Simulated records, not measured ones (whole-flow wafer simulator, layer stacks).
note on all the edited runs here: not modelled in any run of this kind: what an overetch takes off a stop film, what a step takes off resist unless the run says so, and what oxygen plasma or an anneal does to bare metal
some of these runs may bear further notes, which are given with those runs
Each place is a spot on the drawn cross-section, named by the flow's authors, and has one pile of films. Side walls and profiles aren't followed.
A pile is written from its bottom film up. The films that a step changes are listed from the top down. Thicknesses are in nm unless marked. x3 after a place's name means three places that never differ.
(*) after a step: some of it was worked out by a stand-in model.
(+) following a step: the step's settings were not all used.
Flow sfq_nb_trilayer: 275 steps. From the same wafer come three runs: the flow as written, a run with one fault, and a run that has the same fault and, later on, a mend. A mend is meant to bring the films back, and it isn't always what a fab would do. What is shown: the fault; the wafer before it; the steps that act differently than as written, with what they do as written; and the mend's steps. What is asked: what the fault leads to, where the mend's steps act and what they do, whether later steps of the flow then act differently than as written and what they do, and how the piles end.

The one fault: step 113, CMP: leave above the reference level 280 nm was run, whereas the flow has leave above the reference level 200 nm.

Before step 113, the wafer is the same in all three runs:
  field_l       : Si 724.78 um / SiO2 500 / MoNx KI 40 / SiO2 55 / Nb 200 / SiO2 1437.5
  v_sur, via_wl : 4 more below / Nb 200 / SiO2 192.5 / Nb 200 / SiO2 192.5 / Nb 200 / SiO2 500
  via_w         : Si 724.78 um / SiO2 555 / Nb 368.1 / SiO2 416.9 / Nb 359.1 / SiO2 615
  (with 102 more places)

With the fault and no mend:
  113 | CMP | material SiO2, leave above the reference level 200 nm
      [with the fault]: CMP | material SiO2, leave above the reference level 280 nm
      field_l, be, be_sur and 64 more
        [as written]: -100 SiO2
        [with the fault]: -20 SiO2
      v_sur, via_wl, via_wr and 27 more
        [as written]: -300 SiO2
        [with the fault]: -220 SiO2
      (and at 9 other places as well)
  Steps later in the flow that act otherwise than as written (not shown: 4 more steps that differ only slightly, by at most 2% or 0.5 nm, whichever is larger):
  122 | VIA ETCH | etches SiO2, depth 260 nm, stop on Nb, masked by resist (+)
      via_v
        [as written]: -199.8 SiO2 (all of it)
        [with the fault]: -260 SiO2
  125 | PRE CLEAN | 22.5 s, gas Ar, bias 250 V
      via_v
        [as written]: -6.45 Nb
        [with the fault]: -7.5 SiO2
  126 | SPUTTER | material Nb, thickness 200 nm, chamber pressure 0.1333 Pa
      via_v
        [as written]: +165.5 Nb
        [with the fault]: +152.6 Nb (new film)
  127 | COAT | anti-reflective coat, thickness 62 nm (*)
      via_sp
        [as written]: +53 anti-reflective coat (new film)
        [with the fault]: +50.1 anti-reflective coat (new film)
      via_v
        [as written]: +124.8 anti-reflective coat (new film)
        [with the fault]: +128.6 anti-reflective coat (new film)
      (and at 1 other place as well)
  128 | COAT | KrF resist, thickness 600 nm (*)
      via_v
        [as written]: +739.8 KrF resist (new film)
        [with the fault]: +797.5 KrF resist (new film)
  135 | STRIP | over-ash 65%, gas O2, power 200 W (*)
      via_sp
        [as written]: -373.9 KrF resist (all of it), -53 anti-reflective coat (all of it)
        [with the fault]: -369.8 KrF resist (all of it), -50.1 anti-reflective coat (all of it)
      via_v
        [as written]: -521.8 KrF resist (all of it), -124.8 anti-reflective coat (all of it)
        [with the fault]: -579.3 KrF resist (all of it), -128.6 anti-reflective coat (all of it)
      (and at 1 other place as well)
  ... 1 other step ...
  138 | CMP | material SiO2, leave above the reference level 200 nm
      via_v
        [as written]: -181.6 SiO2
        [with the fault]: -157.1 SiO2
  By the end, the piles at field_l, v_sur, via_wl and 103 more depart from the flow's by more than 2% or 0.5 nm, whichever is larger.
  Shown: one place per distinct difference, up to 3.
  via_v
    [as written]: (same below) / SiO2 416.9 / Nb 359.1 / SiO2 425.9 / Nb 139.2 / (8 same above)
    [with the fault]: (same below) / SiO2 416.9 / Nb 200 / SiO2 12.3 / Nb 152.6 / SiO2 500.1 / Nb 139.2 / (8 same above)
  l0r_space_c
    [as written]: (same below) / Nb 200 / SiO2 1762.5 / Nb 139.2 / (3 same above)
    [with the fault]: (same below) / Nb 200 / SiO2 1842.5 / Nb 139.2 / (3 same above)
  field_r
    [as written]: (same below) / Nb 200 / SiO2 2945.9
    [with the fault]: (same below) / Nb 200 / SiO2 3025.9

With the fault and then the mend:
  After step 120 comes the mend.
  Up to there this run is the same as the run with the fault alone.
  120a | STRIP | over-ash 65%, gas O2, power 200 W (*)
      field_l, v_sur, via_wl and 102 more
        -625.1 KrF resist (all of it), -62 anti-reflective coat (all of it)
      via_v
        -62 anti-reflective coat (all of it)
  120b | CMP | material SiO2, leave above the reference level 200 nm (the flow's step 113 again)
      field_l, v_sur, via_wl and 103 more
        -80 SiO2
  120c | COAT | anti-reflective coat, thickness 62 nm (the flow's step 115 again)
      field_l, v_sur, via_wl and 103 more
        +62 anti-reflective coat (new film)
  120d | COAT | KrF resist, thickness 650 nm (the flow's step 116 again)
      field_l, v_sur, via_wl and 103 more
        +650 KrF resist (new film)
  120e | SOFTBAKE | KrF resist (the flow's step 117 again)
      leaves every film unchanged at each place that is followed
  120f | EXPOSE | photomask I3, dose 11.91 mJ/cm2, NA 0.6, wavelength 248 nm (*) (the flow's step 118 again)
      leaves every film unchanged at each place that is followed
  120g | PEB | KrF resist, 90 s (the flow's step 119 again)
      field_l, v_sur, via_wl and 103 more
        -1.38 KrF resist
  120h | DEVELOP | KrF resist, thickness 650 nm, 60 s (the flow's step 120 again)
      field_l, v_sur, via_wl and 102 more
        -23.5 KrF resist
      via_v
        -648.6 KrF resist (all of it)
  None of the later steps of the flow acts differently than as written at any place that is followed.
  At every place that both follow, the piles at the end match the flow's.
